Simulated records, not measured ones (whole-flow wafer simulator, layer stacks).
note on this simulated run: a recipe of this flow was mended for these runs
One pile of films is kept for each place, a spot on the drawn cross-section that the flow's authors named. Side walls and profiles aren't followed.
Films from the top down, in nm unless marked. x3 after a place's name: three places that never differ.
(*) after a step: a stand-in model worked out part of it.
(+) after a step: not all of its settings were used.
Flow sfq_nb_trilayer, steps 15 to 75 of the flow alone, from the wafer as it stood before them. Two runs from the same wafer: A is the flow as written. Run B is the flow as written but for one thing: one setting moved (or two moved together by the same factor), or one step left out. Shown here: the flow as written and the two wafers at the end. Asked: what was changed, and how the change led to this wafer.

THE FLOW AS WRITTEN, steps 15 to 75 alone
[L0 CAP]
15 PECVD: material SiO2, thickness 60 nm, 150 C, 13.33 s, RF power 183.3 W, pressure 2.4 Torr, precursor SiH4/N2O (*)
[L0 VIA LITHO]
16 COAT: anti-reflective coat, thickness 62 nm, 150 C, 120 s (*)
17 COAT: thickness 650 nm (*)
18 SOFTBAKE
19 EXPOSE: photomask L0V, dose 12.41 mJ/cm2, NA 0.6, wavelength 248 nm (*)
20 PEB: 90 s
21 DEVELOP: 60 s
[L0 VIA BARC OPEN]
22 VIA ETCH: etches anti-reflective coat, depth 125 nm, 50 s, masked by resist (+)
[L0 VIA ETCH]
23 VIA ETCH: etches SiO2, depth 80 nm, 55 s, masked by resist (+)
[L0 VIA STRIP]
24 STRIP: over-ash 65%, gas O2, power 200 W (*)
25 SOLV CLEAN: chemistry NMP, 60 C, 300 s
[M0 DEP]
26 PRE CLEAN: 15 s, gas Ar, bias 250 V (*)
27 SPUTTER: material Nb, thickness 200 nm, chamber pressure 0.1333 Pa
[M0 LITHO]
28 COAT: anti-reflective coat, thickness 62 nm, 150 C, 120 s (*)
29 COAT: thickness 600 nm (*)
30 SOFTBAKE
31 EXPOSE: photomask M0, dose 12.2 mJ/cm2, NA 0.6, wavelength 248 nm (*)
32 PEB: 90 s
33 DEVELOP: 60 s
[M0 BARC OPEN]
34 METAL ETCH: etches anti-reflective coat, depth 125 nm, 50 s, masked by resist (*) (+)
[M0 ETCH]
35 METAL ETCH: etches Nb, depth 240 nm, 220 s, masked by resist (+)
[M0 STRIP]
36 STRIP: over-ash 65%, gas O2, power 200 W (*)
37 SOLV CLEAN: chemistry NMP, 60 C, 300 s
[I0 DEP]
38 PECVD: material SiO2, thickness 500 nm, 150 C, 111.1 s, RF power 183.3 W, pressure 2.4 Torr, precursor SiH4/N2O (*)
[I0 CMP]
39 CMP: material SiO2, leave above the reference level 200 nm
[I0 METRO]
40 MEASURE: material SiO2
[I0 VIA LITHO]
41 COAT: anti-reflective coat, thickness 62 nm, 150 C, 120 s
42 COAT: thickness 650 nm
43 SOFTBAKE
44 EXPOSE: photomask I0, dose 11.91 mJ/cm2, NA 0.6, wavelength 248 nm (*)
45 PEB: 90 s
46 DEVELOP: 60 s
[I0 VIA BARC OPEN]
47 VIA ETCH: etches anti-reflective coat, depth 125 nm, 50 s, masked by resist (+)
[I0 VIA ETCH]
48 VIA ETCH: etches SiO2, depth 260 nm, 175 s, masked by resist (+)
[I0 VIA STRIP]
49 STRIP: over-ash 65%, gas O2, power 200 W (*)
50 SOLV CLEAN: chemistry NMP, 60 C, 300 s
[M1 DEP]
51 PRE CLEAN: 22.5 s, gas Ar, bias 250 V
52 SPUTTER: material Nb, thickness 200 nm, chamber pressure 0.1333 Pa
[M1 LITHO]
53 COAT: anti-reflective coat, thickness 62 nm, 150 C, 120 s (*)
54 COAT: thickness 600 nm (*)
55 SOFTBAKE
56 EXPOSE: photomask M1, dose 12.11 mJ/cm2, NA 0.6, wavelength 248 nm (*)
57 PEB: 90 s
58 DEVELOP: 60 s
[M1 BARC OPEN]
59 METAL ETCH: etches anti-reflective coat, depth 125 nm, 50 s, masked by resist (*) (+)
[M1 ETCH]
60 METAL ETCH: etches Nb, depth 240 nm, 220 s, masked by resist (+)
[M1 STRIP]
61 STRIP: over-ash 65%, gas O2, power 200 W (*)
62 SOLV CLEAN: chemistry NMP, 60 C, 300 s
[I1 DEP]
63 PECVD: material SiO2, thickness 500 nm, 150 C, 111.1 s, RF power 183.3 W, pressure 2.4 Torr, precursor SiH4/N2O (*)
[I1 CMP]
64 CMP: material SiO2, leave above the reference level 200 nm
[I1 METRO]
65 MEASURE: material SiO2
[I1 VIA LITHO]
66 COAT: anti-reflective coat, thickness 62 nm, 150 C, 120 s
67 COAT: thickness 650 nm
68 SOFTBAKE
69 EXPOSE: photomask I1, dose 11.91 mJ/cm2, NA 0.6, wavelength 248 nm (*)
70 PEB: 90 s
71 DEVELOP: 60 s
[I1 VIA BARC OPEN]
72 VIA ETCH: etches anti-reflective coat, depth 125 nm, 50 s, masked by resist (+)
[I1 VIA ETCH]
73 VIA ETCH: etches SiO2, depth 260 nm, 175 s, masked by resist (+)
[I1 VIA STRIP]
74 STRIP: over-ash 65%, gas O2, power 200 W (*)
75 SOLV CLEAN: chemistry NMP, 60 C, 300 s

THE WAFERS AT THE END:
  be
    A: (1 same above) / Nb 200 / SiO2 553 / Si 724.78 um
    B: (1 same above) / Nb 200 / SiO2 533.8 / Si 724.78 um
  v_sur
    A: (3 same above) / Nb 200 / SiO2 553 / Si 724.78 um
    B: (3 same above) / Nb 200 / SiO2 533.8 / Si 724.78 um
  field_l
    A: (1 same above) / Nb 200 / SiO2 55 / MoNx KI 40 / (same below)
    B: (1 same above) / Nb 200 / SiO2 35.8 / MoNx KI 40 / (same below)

The cause: step 15, PECVD: RF power 100.8 W was run, where the flow has RF power 183.3 W.

How the change led to this, step by step:
  15 PECVD: material SiO2, thickness 60 nm, 150 C, 13.33 s, RF power 183.3 W, pressure 2.4 Torr, precursor SiH4/N2O (*)
      v_sur, via_wl, via_w and 97 more: A SiO2 +60 | B SiO2 +40.8
      field_l, l0_sur, l0v, l0r_line_l, l0r_line_c, l0r_line_r: A SiO2 +60 (new film) | B SiO2 +40.8 (new film)
  23 VIA ETCH: etches SiO2, depth 80 nm, 55 s, masked by resist (+)
      l0v: A SiO2 -59.7 (all of it), MoNx KI -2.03 | B SiO2 -40.4 (all of it), MoNx KI -3.96
  27 SPUTTER: material Nb, thickness 200 nm, chamber pressure 0.1333 Pa
      l0v: A Nb +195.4 (new film) | B Nb +200 (new film)
  28 COAT: anti-reflective coat, thickness 62 nm, 150 C, 120 s (*)
      ln_m6: A anti-reflective coat +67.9 (new film) | B anti-reflective coat +66.4 (new film)
      l0_sur: A anti-reflective coat +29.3 (new film) | B anti-reflective coat +35.7 (new film)
      (and at 1 more place)
  36 STRIP: over-ash 65%, gas O2, power 200 W (*)
      ln_m6: A KrF-resist-other-grade -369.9 (all of it), anti-reflective coat -67.9 (all of it) | B KrF-resist-other-grade -371.7 (all of it), anti-reflective coat -66.4 (all of it)
      l0_sur: A KrF-resist-other-grade -370 (all of it), anti-reflective coat -29.3 (all of it) | B KrF-resist-other-grade -366.6 (all of it), anti-reflective coat -35.7 (all of it)
      (and at 1 more place)
  39 CMP: material SiO2, leave above the reference level 200 nm
      l0v: A SiO2 -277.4 | B SiO2 -299.4
